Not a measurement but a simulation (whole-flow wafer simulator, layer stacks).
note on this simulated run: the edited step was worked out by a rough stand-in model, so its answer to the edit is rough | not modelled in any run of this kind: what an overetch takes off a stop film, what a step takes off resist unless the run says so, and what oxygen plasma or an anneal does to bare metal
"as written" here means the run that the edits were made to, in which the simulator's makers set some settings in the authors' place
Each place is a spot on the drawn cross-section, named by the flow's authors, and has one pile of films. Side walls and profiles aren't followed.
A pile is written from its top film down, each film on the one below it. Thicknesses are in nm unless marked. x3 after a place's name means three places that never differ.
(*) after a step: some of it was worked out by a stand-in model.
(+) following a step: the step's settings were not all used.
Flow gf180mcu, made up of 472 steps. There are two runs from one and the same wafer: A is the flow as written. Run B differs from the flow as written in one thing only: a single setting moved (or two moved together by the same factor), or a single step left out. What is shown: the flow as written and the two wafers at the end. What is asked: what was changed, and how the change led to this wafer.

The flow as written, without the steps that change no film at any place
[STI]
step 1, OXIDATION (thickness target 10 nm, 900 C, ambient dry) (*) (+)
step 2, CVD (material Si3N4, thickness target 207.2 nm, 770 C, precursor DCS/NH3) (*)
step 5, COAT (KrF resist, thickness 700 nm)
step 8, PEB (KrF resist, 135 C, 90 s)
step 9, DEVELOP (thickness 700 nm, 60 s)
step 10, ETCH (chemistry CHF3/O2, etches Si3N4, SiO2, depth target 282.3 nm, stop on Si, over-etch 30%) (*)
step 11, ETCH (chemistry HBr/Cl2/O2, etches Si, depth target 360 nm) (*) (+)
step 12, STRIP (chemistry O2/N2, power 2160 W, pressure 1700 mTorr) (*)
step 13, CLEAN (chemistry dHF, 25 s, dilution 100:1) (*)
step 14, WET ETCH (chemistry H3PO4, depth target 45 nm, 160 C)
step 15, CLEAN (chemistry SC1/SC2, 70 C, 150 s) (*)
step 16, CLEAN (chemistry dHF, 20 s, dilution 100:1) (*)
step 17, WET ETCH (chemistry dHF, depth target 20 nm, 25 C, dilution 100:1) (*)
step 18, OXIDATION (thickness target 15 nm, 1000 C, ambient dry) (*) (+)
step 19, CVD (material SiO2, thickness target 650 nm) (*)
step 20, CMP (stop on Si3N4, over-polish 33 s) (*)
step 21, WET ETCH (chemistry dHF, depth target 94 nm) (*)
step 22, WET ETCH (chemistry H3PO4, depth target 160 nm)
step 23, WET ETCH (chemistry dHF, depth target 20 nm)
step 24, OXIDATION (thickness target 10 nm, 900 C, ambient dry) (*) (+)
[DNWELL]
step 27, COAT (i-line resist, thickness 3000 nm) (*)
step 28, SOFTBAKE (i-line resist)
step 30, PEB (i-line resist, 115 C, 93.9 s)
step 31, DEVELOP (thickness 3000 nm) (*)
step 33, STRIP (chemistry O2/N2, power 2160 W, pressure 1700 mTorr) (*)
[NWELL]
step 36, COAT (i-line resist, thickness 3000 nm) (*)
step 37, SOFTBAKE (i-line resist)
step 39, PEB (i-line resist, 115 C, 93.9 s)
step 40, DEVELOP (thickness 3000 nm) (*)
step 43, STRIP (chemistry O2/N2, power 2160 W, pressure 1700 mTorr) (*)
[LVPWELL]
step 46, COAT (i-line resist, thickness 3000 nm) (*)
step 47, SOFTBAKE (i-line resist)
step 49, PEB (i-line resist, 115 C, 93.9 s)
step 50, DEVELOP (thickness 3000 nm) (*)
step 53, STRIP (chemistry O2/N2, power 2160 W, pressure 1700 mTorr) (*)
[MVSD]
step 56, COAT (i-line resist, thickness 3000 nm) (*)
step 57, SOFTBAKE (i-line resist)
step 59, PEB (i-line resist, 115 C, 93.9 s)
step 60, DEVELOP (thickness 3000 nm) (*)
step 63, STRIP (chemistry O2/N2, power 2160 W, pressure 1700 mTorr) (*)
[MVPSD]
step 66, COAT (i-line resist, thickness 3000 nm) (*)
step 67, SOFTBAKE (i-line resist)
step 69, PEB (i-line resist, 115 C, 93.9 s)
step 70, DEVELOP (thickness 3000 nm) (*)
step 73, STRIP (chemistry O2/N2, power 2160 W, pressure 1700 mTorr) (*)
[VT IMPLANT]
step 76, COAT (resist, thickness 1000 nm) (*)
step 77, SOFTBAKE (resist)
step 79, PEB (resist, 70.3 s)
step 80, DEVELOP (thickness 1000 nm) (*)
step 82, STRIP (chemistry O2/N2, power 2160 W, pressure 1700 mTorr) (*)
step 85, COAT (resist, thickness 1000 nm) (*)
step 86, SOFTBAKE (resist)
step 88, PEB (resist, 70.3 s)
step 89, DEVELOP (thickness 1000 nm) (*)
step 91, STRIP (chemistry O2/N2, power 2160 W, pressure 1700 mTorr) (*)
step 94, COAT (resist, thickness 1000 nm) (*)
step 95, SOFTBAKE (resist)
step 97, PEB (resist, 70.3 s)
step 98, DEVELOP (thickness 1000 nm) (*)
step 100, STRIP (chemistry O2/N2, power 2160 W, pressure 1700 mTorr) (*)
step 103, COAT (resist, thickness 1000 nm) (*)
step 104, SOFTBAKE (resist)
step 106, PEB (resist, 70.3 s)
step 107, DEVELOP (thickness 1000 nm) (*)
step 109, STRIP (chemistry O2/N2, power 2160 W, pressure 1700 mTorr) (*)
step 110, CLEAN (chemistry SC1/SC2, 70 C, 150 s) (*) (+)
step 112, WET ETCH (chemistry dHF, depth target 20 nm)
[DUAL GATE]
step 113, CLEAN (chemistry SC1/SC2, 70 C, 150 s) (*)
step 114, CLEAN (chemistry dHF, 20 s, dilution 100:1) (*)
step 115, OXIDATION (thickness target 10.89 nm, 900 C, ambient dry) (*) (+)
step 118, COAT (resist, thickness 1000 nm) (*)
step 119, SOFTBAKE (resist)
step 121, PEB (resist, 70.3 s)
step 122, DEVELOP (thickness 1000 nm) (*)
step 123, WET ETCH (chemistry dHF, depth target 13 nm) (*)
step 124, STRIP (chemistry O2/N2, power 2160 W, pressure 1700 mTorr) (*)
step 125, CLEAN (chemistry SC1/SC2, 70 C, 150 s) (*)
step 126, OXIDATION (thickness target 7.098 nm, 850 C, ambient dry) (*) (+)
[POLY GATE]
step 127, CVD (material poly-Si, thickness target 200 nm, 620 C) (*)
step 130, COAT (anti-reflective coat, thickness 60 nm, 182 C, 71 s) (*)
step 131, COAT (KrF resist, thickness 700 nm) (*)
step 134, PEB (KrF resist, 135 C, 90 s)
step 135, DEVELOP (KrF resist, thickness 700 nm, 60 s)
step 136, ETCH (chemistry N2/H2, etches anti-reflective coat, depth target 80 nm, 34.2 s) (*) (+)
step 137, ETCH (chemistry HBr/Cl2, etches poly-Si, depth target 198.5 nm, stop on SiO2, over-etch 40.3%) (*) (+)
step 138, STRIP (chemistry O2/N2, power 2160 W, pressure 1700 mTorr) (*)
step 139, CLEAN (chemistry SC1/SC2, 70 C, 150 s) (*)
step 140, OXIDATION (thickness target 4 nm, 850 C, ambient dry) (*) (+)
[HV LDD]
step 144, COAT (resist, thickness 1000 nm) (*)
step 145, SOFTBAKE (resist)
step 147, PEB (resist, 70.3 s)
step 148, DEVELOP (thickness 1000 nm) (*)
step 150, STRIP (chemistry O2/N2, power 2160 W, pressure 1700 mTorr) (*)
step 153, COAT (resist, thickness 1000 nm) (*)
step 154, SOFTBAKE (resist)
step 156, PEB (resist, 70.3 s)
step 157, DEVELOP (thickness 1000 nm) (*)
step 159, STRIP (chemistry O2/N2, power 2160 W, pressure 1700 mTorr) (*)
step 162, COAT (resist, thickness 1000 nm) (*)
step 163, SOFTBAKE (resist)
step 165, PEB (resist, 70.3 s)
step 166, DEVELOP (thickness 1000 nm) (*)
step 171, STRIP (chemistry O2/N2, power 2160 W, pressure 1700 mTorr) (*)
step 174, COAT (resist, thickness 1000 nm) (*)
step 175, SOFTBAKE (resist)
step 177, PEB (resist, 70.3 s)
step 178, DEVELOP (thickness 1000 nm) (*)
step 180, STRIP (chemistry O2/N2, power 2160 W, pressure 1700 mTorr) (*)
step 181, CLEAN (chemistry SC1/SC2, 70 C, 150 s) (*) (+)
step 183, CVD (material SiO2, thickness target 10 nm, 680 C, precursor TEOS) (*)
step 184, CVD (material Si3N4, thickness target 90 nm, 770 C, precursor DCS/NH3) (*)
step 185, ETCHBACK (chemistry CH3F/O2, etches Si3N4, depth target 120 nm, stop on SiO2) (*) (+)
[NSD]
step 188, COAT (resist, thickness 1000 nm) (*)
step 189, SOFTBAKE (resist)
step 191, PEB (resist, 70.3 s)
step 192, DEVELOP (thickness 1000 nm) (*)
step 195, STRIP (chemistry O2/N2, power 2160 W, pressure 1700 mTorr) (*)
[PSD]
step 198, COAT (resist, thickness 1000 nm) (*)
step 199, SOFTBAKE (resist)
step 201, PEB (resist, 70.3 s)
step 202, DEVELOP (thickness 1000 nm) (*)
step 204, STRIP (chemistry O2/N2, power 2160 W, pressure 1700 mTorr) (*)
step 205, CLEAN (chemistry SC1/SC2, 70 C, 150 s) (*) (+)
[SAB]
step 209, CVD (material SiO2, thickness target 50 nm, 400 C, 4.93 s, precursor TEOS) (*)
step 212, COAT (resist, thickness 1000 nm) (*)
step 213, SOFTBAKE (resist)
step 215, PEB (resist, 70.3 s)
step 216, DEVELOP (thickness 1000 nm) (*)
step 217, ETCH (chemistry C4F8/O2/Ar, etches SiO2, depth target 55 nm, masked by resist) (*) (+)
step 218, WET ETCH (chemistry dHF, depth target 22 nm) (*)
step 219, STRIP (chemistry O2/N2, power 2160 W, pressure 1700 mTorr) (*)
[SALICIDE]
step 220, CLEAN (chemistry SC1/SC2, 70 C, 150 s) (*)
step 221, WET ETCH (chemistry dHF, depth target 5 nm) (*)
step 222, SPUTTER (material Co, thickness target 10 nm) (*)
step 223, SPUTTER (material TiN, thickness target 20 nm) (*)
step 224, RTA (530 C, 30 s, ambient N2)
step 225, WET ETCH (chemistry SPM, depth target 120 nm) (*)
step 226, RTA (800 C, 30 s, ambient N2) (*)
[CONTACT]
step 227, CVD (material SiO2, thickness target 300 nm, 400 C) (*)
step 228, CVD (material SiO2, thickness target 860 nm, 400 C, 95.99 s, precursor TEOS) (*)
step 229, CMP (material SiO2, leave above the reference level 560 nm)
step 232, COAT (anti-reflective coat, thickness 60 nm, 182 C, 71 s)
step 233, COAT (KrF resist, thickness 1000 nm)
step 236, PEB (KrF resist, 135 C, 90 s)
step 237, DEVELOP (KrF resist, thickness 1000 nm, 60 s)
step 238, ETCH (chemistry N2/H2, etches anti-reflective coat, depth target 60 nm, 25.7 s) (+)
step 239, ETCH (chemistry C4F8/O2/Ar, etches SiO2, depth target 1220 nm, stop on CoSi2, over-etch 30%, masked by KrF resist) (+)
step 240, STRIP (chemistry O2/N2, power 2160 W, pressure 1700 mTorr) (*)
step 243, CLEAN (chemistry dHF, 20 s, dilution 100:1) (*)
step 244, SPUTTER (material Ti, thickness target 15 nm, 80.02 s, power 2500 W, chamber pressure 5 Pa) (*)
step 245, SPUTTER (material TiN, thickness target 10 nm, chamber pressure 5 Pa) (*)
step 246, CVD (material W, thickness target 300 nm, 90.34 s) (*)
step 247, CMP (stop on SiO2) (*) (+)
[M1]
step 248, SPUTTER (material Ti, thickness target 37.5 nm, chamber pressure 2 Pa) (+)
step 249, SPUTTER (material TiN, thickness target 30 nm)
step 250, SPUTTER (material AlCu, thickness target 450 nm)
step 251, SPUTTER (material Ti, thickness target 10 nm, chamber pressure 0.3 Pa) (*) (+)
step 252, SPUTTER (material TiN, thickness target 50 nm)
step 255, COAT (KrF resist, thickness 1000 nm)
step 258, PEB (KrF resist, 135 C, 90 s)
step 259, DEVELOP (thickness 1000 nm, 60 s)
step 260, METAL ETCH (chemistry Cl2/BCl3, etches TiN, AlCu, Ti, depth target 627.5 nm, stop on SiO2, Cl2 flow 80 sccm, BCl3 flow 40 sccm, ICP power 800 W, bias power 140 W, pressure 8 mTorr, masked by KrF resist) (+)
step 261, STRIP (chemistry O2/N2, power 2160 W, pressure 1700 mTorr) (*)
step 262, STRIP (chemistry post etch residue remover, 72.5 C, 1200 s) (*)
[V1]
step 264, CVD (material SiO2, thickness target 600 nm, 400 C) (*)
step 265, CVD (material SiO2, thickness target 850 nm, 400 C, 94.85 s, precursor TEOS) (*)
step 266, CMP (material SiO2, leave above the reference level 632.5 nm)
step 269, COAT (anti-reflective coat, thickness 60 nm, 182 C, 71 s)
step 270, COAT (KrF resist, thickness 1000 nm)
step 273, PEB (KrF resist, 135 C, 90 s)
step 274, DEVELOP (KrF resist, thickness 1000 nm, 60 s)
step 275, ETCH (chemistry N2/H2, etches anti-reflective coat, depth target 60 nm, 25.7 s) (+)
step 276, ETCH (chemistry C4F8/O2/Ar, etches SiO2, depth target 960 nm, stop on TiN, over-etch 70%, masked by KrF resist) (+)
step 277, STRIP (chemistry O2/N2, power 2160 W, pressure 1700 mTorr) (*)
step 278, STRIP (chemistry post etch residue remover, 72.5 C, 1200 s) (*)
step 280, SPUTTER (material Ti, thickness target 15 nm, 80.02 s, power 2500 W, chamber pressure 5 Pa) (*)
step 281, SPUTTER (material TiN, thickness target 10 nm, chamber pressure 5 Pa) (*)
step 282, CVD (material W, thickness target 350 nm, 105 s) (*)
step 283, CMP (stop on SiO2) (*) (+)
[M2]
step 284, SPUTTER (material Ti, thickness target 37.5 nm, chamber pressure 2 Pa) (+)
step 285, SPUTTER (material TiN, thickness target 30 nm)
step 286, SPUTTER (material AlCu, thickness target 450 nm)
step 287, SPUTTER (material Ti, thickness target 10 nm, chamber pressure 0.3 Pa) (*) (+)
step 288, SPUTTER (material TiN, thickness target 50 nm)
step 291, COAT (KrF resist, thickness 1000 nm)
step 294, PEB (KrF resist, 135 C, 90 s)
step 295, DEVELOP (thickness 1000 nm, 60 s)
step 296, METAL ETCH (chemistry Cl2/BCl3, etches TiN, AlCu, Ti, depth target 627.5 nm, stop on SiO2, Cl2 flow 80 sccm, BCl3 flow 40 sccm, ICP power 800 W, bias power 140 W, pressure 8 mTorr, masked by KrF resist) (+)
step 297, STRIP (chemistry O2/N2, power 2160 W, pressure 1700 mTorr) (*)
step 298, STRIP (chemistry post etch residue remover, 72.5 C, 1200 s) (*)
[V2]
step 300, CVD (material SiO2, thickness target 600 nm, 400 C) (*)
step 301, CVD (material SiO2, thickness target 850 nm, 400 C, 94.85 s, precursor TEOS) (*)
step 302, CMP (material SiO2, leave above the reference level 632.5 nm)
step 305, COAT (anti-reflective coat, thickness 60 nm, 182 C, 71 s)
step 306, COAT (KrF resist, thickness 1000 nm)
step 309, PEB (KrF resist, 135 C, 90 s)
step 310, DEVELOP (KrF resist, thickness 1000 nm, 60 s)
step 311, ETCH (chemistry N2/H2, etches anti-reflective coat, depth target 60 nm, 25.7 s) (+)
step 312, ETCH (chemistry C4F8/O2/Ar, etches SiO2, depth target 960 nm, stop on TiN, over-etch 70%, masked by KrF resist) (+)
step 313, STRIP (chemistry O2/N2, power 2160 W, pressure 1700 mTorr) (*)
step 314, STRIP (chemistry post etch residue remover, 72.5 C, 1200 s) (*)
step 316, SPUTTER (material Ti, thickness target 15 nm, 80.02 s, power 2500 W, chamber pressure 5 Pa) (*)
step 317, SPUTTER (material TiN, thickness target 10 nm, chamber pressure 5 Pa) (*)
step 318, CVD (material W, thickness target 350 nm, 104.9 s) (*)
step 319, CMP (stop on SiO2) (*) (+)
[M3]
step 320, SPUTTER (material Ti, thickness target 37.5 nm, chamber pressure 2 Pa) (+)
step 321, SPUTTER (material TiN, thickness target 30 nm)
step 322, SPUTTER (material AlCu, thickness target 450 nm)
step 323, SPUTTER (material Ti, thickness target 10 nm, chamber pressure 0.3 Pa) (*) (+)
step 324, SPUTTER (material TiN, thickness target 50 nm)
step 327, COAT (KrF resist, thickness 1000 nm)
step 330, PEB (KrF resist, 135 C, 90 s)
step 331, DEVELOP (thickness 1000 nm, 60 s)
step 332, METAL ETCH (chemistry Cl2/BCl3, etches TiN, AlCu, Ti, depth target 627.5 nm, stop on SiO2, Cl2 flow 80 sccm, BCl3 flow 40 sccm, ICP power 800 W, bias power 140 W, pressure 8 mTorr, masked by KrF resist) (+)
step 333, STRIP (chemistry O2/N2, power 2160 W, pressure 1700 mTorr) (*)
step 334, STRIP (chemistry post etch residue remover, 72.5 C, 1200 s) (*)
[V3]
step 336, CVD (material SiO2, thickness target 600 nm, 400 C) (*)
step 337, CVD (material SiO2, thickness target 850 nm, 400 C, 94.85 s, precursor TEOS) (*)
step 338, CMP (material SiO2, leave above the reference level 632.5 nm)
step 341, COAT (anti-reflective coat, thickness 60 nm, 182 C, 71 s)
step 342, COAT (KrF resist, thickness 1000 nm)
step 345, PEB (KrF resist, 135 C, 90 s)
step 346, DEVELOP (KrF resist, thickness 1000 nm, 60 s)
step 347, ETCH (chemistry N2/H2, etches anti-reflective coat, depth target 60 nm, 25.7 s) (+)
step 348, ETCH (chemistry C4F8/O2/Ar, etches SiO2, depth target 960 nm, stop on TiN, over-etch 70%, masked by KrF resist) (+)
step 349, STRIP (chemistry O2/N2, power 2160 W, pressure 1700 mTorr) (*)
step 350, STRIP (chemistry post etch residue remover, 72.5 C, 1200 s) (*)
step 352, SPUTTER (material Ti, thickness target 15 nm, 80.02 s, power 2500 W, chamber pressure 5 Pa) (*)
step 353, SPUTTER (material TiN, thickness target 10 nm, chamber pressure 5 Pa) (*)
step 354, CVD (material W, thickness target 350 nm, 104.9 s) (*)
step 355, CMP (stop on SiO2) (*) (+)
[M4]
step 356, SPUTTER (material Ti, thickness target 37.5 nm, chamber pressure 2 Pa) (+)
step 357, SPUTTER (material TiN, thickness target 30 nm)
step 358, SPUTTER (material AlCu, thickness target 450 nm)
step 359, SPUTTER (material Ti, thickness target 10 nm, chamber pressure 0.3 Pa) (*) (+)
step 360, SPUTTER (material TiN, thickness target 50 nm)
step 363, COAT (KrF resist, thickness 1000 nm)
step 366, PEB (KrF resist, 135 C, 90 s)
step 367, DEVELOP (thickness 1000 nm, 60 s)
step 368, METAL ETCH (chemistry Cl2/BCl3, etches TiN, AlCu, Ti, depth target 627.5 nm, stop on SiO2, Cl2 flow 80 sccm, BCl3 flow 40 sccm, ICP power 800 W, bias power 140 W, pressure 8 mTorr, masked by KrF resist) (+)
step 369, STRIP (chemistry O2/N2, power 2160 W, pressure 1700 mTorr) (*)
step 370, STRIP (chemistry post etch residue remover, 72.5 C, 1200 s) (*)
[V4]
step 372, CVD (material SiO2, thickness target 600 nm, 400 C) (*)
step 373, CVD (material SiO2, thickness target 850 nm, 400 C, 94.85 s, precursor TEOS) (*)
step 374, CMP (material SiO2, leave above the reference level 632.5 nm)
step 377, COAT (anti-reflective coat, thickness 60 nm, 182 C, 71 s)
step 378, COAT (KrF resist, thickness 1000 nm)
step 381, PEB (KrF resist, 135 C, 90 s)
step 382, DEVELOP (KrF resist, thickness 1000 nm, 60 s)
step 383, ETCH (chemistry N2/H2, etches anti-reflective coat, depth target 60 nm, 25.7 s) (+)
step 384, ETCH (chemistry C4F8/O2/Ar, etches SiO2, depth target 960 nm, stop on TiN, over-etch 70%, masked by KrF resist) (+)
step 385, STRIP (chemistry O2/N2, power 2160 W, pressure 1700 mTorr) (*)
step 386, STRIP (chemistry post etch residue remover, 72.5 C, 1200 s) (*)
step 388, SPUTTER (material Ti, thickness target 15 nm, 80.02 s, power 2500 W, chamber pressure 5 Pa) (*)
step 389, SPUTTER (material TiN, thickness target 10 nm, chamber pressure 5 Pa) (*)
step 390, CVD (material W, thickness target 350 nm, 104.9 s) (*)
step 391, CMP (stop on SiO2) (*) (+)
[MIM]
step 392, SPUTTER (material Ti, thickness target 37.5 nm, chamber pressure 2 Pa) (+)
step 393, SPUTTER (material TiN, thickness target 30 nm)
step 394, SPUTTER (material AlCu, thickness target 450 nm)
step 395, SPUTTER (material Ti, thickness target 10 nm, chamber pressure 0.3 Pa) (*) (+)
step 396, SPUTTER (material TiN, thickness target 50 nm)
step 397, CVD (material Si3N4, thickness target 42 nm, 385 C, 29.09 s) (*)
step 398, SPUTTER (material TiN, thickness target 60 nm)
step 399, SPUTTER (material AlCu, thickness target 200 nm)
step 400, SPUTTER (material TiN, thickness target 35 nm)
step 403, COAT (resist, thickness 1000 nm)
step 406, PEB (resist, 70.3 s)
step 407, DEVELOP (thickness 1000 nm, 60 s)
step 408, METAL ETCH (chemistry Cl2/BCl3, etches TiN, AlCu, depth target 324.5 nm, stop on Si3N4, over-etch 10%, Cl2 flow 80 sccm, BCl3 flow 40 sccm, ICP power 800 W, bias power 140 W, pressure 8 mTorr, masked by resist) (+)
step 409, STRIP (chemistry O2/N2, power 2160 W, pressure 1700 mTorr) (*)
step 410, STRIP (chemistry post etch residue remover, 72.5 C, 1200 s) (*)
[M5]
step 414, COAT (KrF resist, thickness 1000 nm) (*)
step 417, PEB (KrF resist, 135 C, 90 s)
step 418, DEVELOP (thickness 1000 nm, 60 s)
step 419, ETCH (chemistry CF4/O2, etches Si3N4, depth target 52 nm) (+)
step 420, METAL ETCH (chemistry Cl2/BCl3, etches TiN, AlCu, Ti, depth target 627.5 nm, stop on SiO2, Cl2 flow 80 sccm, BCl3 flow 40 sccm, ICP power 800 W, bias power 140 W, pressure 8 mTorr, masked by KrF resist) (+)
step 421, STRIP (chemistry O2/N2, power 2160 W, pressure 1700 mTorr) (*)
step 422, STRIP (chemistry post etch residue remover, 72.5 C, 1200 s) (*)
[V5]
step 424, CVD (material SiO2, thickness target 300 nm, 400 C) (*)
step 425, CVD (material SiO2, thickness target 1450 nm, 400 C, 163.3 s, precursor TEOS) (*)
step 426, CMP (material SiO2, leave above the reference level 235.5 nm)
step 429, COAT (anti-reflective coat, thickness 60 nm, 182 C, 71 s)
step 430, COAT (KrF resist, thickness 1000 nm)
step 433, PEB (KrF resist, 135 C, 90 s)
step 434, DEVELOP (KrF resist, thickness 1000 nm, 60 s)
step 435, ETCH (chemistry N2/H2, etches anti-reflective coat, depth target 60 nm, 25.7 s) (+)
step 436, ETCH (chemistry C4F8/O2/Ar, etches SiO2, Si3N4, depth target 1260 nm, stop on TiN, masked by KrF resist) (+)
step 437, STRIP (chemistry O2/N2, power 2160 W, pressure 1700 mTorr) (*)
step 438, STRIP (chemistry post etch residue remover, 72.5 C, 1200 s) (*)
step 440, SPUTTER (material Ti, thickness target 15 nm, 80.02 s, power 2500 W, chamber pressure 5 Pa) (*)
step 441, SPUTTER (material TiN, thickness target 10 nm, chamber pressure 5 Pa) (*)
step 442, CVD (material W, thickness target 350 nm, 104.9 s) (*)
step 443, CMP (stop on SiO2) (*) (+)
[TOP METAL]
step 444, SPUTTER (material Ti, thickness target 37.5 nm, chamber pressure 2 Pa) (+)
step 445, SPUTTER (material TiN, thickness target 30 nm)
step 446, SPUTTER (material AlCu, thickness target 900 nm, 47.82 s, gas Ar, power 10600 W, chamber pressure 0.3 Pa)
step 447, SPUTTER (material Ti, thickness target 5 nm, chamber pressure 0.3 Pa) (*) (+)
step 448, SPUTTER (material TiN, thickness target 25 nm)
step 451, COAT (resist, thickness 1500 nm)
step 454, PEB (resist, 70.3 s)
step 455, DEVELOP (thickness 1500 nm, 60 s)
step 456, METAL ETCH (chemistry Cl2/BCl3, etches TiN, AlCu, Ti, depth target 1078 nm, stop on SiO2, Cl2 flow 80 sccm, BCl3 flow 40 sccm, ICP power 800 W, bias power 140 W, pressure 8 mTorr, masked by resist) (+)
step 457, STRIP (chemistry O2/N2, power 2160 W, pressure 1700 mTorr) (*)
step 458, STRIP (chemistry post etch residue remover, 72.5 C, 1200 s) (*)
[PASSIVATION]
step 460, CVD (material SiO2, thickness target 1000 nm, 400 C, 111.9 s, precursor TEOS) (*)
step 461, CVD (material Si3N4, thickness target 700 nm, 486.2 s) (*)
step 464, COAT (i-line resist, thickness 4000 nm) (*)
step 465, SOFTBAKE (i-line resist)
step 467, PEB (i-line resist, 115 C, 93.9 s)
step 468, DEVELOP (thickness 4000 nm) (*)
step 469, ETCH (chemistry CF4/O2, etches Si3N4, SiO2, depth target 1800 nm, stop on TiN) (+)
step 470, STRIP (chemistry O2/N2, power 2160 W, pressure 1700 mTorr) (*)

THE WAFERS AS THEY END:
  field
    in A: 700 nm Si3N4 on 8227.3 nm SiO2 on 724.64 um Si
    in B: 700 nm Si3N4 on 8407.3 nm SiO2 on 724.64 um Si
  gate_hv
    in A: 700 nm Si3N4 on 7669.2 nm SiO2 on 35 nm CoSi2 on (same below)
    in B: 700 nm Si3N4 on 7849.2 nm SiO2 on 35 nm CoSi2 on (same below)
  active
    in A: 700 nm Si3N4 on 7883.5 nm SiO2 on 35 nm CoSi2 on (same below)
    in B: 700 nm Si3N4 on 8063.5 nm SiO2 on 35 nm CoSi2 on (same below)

What caused this: step 227, CVD: thickness target 480 nm was run, whereas the flow has thickness target 300 nm.

How this came from the change, step by step:
  step 227, CVD (material SiO2, thickness target 300 nm, 400 C) (*)
      field, field__w1, field__w2 and 57 more: A SiO2 gains 300 | B SiO2 gains 480
      active, p_well, gate and 46 more: A SiO2 gains 300 (new film) | B SiO2 gains 480 (new film)
      (also at 2 further places)
  step 228, CVD (material SiO2, thickness target 860 nm, 400 C, 95.99 s, precursor TEOS) (*)
      ld_drift_p: A SiO2 gains 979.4 | B SiO2 gains 932.3
      ld_drn_p: A SiO2 gains 983.8 | B SiO2 gains 932.3
  step 239, ETCH (chemistry C4F8/O2/Ar, etches SiO2, depth target 1220 nm, stop on CoSi2, over-etch 30%, masked by KrF resist) (+)
      field, field__w1, field__w2 and 105 more: A KrF resist loses 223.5 | B KrF resist loses 244
      polyc_n, polyc_p: A SiO2 loses 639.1 (all of it) | B SiO2 loses 819.1 (all of it)
      (also at 1 further place)
  step 240, STRIP (chemistry O2/N2, power 2160 W, pressure 1700 mTorr) (*)
      field, field__w1, field__w2 and 105 more: A KrF resist loses 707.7 (all of it), anti-reflective coat loses 60 (all of it) | B KrF resist loses 687.2 (all of it), anti-reflective coat loses 60 (all of it)
  step 244, SPUTTER (material Ti, thickness target 15 nm, 80.02 s, power 2500 W, chamber pressure 5 Pa) (*)
      contact: A Ti gains 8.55 (new film) | B Ti gains 7.7 (new film)
  step 245, SPUTTER (material TiN, thickness target 10 nm, chamber pressure 5 Pa) (*)
      contact: A TiN gains 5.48 (new film) | B TiN gains 4.95 (new film)
  step 246, CVD (material W, thickness target 300 nm, 90.34 s) (*)
      polyc_n, polyc_p: A W gains 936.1 (new film) | B W gains 1116.1 (new film)
      contact: A W gains 1167.5 (new film) | B W gains 1348.9 (new film)
